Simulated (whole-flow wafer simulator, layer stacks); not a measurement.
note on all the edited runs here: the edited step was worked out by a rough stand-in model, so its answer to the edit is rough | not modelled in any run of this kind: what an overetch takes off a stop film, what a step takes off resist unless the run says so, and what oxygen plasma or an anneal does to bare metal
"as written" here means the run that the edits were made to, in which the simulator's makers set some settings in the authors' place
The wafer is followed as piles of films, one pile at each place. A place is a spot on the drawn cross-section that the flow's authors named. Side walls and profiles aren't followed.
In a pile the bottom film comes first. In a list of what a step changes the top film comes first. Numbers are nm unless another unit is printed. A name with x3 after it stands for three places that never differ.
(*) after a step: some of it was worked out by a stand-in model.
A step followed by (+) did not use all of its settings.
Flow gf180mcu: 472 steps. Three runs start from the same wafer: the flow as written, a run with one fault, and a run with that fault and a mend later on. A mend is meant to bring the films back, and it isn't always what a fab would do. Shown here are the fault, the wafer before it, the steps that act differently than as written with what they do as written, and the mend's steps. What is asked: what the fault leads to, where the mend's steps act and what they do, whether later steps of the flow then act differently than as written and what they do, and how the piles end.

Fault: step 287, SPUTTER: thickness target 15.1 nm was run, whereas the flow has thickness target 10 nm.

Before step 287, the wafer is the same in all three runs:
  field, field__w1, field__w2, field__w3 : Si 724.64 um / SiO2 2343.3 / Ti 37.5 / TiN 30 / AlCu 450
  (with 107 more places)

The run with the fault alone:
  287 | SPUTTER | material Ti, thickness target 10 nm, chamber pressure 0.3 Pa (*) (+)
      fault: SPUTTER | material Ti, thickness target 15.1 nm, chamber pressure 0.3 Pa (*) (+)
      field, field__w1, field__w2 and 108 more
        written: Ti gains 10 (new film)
        fault: Ti gains 15.1 (new film)
  Steps further on in the flow that do not act as written (5 more steps, not shown, differ only slightly: by at most 2% or 0.5 nm, whichever is larger):
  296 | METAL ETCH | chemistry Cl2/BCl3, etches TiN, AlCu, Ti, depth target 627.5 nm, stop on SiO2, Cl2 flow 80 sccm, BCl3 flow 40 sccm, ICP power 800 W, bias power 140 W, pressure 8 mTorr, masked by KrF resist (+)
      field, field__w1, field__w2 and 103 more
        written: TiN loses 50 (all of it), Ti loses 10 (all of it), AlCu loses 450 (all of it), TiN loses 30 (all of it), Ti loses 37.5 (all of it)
        fault: TiN loses 50 (all of it), Ti loses 15.1 (all of it), AlCu loses 450 (all of it), TiN loses 30 (all of it), Ti loses 37.5 (all of it)
  At field__w8, contact, m1, m1__w1, m1_nw, the piles at the end differ from the flow's by more than 2% or 0.5 nm, whichever is larger.
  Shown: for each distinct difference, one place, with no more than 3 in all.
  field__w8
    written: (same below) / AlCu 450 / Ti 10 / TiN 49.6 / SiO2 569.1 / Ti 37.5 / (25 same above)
    fault: (same below) / AlCu 450 / Ti 15.1 / TiN 49.6 / SiO2 564 / Ti 37.5 / (25 same above)
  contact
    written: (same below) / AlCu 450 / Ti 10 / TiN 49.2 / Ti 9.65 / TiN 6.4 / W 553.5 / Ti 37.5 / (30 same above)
    fault: (same below) / AlCu 450 / Ti 15.1 / TiN 49.2 / Ti 9.68 / TiN 6.42 / W 548.4 / Ti 37.5 / (30 same above)

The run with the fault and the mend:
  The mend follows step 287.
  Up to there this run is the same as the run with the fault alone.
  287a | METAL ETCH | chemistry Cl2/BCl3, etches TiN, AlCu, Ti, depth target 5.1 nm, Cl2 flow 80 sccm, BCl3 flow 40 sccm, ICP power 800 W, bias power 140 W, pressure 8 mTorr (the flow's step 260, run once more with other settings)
      field, field__w1, field__w2 and 108 more
        Ti loses 5.1
  Every later step of the flow that is run acts as written at every place that is followed.
  By the end, the piles equal the flow's at every place that both follow.
